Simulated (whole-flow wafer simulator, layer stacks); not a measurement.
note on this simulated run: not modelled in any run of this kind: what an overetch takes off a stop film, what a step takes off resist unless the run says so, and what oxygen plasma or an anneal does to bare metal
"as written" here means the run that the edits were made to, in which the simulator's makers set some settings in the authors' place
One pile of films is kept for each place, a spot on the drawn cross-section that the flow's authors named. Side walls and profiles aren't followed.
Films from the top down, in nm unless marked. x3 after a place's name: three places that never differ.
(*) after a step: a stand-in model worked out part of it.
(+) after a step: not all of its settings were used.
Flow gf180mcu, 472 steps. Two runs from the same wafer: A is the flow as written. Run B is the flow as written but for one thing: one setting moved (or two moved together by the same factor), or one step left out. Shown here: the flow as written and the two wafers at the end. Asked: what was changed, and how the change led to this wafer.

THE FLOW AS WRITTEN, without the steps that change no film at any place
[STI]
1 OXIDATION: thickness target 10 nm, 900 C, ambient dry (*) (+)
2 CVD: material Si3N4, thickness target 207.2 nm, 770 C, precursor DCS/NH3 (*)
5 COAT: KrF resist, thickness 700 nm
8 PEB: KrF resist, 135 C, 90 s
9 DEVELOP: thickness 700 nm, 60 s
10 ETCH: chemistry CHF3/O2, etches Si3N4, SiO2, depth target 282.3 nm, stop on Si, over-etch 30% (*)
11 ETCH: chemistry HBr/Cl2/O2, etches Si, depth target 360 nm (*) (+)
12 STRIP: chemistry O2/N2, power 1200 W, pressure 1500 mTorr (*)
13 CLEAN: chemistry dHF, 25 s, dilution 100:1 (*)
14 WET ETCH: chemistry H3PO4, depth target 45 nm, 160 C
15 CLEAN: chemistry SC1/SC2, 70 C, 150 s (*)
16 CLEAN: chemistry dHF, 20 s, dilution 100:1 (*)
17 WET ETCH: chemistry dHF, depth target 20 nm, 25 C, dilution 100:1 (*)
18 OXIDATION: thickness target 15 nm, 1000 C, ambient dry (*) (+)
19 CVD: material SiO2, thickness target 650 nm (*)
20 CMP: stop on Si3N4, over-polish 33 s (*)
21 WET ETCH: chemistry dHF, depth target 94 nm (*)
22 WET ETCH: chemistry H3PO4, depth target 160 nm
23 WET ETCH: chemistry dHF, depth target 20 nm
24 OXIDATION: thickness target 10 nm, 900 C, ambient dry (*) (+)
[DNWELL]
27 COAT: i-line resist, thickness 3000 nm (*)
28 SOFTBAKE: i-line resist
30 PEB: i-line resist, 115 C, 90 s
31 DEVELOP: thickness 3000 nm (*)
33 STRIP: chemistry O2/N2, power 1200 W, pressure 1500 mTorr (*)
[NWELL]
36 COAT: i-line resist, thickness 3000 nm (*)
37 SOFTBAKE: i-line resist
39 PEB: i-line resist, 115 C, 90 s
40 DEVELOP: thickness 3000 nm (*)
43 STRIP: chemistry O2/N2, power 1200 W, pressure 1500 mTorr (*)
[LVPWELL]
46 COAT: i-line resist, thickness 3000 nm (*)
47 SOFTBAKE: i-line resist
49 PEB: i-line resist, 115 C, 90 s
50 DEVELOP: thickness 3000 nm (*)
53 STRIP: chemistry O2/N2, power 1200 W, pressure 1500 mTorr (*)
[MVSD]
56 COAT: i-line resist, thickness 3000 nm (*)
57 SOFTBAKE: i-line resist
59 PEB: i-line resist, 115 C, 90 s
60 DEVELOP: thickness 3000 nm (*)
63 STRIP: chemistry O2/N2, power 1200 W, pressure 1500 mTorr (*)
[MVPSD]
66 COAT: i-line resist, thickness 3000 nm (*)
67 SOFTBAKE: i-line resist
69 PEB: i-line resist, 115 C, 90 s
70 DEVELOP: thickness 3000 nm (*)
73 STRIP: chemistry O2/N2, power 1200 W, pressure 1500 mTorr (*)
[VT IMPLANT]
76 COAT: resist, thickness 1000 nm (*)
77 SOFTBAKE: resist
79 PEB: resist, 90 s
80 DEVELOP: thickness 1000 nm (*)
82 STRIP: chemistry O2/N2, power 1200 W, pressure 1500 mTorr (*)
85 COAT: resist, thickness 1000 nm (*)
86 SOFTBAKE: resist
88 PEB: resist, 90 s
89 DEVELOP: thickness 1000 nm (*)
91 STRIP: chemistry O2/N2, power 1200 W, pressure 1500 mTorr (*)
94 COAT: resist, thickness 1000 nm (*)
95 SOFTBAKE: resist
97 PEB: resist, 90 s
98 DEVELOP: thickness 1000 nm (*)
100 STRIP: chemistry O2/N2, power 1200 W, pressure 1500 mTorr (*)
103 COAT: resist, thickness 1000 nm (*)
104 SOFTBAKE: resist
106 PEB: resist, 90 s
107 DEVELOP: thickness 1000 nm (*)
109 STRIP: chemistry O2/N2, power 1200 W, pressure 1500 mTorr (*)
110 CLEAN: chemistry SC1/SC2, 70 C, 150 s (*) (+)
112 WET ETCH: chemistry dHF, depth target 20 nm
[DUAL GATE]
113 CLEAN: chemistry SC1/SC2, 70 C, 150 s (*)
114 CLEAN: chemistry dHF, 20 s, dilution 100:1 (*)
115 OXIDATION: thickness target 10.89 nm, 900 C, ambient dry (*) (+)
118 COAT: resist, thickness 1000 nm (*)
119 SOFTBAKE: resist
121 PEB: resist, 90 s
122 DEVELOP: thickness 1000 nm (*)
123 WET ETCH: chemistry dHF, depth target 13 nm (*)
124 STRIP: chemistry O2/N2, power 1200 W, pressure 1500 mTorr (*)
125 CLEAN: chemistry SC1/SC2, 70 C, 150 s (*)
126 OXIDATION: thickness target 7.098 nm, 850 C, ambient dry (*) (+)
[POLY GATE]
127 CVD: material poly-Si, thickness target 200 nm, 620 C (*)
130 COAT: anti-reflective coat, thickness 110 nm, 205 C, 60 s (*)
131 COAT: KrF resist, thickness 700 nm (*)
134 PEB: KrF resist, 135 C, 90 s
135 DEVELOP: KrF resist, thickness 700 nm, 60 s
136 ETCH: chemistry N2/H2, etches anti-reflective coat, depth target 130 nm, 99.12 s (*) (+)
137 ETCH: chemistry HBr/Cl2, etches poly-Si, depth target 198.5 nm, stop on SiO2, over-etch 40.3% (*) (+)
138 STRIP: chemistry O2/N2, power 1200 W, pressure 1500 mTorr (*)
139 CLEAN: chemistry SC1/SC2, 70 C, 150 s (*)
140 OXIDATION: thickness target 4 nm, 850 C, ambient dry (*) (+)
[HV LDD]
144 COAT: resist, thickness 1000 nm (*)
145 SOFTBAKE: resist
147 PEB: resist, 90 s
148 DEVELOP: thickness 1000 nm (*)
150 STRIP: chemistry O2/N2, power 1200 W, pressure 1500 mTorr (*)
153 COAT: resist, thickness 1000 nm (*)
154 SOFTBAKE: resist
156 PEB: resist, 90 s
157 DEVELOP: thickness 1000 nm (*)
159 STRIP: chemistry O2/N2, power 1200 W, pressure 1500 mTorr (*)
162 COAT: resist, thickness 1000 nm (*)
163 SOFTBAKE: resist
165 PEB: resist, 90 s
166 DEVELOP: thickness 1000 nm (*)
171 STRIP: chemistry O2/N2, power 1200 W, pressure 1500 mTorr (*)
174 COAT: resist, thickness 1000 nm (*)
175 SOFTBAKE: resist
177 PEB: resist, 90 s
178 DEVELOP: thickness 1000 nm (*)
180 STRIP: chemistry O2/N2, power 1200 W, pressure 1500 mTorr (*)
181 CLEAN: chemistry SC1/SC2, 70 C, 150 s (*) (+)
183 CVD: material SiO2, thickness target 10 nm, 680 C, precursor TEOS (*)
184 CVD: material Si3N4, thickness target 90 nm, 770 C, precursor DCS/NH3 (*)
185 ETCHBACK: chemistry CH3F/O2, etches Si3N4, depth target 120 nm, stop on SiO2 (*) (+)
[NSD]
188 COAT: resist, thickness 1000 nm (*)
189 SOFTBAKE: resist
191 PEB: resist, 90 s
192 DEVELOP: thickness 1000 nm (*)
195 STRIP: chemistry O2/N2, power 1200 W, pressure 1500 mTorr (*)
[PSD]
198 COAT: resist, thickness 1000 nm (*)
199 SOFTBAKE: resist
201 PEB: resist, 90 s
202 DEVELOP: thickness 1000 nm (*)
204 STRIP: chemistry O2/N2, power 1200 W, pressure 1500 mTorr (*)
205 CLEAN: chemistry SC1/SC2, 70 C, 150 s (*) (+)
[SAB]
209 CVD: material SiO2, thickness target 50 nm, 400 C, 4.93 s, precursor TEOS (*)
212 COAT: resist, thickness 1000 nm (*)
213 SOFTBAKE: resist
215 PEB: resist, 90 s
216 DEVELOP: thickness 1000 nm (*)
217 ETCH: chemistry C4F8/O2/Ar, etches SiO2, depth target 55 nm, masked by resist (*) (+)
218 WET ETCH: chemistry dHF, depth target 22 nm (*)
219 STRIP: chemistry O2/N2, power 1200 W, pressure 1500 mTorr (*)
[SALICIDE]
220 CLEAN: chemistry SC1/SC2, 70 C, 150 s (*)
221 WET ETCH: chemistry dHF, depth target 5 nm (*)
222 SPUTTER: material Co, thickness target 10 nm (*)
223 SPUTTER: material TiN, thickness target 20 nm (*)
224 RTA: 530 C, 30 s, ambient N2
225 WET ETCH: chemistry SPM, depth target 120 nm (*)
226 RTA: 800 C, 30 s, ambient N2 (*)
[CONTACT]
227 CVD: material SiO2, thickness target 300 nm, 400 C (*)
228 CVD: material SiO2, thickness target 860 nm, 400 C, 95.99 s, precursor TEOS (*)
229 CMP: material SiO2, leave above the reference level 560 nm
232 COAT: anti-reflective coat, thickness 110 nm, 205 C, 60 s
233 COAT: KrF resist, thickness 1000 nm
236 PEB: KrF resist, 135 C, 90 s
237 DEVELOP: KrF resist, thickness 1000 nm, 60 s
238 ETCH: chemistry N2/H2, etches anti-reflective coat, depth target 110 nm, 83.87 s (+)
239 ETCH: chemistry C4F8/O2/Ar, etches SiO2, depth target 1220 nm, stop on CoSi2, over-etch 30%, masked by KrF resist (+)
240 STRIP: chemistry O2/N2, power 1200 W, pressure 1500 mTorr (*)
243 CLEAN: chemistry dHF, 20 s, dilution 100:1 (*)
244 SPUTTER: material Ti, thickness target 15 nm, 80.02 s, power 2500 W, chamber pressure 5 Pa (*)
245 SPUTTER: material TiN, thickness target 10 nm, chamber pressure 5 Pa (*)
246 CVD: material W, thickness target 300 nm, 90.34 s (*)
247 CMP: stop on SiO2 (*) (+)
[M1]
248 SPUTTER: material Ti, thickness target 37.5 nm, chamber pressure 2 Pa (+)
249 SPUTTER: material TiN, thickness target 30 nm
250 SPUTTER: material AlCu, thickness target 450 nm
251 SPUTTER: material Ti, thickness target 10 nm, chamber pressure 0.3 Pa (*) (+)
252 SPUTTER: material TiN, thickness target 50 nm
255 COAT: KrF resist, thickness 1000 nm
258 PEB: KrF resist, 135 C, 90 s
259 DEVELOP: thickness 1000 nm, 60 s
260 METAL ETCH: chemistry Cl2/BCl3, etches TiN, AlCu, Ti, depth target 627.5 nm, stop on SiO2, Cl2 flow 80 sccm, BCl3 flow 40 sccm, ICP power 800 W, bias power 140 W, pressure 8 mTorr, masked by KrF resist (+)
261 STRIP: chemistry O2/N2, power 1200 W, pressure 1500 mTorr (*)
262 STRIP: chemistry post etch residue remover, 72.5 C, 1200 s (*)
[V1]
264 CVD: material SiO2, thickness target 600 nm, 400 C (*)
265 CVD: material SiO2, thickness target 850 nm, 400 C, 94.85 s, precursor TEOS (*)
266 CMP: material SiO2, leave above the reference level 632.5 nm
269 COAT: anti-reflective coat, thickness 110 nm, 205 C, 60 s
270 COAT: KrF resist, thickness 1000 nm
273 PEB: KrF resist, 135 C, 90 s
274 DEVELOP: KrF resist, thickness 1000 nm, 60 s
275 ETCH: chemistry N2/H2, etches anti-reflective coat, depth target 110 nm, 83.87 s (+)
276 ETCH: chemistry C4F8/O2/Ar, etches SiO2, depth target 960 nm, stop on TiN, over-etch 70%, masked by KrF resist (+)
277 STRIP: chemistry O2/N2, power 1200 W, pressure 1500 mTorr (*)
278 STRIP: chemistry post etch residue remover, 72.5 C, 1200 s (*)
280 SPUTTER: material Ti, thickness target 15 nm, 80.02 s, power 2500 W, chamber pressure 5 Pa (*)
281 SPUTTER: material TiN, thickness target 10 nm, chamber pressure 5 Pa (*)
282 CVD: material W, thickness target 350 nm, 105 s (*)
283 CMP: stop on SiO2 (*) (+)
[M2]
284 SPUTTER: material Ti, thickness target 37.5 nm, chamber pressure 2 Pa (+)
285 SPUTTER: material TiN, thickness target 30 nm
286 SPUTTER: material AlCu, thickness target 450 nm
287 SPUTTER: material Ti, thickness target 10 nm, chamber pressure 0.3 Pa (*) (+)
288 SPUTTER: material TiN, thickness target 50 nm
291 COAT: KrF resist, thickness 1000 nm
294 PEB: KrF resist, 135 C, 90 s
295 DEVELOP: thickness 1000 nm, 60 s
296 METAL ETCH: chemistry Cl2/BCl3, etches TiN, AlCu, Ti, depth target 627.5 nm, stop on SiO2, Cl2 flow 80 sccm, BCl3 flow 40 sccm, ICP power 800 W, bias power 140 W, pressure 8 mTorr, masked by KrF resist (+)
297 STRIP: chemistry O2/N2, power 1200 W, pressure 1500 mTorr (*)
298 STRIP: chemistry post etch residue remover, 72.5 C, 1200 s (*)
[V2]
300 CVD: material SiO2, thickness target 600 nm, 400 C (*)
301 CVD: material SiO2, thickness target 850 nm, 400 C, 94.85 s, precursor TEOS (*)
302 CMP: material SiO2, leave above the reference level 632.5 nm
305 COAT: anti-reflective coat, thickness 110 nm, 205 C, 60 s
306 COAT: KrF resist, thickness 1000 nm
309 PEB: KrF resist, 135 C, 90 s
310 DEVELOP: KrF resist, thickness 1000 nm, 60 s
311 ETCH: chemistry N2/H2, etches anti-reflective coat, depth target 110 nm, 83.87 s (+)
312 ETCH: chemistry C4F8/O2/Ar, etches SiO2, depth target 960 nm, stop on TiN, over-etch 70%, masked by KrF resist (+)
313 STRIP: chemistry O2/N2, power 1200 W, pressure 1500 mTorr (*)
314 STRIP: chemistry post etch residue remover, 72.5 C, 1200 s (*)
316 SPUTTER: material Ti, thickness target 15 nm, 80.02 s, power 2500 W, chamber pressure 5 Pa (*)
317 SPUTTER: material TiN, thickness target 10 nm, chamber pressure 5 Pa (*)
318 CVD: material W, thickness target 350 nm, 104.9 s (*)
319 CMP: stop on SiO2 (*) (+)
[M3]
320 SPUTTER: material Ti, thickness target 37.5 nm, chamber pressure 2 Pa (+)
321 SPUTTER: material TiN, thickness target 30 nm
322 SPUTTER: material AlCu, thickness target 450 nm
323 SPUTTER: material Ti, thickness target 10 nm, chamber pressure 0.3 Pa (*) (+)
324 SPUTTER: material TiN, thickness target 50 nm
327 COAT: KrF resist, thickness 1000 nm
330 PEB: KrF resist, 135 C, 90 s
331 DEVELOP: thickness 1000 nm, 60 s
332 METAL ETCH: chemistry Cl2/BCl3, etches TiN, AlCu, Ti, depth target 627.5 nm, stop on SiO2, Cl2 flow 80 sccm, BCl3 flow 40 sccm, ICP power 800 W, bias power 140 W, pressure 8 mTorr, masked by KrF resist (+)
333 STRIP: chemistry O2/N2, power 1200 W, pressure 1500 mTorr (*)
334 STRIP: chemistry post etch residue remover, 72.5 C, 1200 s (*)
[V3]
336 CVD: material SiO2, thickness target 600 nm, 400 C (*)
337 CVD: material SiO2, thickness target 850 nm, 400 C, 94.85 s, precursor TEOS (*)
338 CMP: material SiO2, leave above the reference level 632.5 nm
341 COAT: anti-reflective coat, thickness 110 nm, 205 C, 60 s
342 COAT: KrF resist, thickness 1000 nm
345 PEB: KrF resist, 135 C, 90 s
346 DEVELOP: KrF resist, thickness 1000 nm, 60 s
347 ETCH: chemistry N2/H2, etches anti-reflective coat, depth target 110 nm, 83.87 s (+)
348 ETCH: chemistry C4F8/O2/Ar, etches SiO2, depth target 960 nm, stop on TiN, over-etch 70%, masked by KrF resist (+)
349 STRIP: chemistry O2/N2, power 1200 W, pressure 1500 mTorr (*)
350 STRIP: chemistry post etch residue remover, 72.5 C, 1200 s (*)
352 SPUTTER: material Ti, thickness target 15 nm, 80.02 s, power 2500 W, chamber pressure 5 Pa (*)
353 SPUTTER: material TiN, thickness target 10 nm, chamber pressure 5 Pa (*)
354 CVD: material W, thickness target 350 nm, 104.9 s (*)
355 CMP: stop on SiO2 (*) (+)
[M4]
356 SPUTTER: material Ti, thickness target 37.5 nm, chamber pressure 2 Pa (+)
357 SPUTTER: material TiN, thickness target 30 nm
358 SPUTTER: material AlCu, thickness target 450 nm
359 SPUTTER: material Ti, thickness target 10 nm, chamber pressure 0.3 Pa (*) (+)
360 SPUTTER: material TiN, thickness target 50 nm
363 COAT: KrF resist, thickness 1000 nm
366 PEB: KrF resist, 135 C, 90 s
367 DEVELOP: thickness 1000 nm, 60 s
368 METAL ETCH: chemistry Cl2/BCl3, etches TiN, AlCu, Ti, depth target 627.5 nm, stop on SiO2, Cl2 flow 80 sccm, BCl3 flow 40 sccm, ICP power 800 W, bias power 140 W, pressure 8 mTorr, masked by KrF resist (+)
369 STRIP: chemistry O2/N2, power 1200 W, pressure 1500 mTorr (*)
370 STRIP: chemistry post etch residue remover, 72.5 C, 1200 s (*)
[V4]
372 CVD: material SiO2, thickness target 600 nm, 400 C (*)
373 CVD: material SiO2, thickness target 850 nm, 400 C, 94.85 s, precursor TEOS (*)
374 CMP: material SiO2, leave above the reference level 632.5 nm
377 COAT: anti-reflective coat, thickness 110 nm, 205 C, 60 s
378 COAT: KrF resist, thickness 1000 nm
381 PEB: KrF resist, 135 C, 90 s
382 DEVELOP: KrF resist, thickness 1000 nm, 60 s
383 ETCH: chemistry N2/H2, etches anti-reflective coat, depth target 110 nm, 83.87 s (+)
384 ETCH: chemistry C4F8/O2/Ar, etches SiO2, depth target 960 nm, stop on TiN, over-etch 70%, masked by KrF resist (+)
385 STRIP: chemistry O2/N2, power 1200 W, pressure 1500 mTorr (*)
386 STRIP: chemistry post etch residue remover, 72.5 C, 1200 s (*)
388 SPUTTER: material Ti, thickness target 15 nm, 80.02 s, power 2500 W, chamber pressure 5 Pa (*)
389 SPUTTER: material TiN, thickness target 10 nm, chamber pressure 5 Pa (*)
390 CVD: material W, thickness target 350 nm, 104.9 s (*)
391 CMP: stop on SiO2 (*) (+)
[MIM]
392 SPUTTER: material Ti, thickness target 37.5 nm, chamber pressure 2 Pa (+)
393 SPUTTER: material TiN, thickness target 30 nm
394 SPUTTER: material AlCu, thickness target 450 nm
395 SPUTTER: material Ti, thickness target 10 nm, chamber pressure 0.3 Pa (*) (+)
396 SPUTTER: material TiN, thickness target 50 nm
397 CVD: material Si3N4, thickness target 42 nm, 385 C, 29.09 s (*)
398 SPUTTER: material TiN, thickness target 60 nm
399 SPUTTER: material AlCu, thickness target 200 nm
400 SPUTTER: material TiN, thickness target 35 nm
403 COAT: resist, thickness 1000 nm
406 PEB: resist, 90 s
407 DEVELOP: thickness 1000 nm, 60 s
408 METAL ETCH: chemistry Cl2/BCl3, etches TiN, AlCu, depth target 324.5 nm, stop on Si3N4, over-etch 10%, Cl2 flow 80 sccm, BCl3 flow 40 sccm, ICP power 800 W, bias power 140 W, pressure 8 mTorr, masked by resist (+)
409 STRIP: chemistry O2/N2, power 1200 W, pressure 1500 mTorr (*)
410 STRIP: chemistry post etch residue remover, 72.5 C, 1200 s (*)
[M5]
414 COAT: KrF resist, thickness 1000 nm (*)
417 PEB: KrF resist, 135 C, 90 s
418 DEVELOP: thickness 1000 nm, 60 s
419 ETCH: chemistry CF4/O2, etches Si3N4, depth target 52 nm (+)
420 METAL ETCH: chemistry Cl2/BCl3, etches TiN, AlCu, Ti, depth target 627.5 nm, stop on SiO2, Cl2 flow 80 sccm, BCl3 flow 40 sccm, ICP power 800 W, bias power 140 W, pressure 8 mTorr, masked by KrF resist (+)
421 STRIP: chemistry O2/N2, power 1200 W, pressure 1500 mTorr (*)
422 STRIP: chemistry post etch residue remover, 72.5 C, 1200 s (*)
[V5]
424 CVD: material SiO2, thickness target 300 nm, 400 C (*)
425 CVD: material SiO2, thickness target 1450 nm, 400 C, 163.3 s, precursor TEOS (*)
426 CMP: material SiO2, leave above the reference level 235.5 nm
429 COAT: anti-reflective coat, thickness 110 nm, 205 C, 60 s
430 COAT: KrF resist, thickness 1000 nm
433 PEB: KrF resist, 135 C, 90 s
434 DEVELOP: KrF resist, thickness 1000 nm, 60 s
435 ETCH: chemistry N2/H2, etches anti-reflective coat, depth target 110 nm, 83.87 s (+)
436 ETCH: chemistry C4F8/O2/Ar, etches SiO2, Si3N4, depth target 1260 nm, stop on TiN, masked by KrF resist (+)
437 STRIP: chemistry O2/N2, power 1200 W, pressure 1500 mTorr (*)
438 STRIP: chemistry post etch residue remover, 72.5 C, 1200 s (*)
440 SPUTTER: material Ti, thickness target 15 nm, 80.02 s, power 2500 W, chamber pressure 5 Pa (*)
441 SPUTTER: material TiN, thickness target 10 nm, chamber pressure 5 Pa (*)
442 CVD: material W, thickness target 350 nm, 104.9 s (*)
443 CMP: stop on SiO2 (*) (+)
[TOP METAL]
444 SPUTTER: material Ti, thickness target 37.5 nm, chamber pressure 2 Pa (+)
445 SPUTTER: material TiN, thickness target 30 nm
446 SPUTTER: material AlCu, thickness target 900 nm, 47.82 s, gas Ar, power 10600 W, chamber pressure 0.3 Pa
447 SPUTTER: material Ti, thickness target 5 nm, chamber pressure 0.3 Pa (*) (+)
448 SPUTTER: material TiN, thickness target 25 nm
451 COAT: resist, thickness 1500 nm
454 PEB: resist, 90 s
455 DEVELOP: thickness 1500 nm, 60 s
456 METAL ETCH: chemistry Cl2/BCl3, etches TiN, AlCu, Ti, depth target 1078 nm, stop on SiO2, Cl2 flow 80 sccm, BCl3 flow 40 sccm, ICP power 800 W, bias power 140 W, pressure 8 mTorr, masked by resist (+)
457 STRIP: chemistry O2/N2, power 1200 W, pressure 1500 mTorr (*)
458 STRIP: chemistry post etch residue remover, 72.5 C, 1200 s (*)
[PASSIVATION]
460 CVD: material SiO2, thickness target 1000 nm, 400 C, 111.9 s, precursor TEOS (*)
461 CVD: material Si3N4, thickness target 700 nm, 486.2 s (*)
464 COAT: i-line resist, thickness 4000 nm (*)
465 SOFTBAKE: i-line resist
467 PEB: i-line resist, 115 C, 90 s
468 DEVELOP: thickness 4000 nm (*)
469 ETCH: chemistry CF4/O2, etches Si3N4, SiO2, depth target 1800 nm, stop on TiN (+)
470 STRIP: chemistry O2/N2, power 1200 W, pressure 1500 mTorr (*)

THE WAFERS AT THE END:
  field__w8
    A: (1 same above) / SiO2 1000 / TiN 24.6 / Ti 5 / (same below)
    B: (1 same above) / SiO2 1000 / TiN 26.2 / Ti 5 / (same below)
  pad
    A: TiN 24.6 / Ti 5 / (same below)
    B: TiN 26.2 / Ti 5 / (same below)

The cause: step 448, SPUTTER: thickness target 26.65 nm was run, where the flow has thickness target 25 nm.

How the change led to this, step by step:
  448 SPUTTER: material TiN, thickness target 25 nm
      field, field__w1, field__w2 and 109 more: A TiN +25 (new film) | B TiN +26.6 (new film)
  456 METAL ETCH: chemistry Cl2/BCl3, etches TiN, AlCu, Ti, depth target 1078 nm, stop on SiO2, Cl2 flow 80 sccm, BCl3 flow 40 sccm, ICP power 800 W, bias power 140 W, pressure 8 mTorr, masked by resist (+)
      field, field__w1, field__w2 and 103 more: A TiN -25 (all of it), Ti -5 (all of it), AlCu -900 (all of it), TiN -30 (all of it), Ti -37.5 (all of it) | B TiN -26.6 (all of it), Ti -5 (all of it), AlCu -900 (all of it), TiN -30 (all of it), Ti -37.5 (all of it)
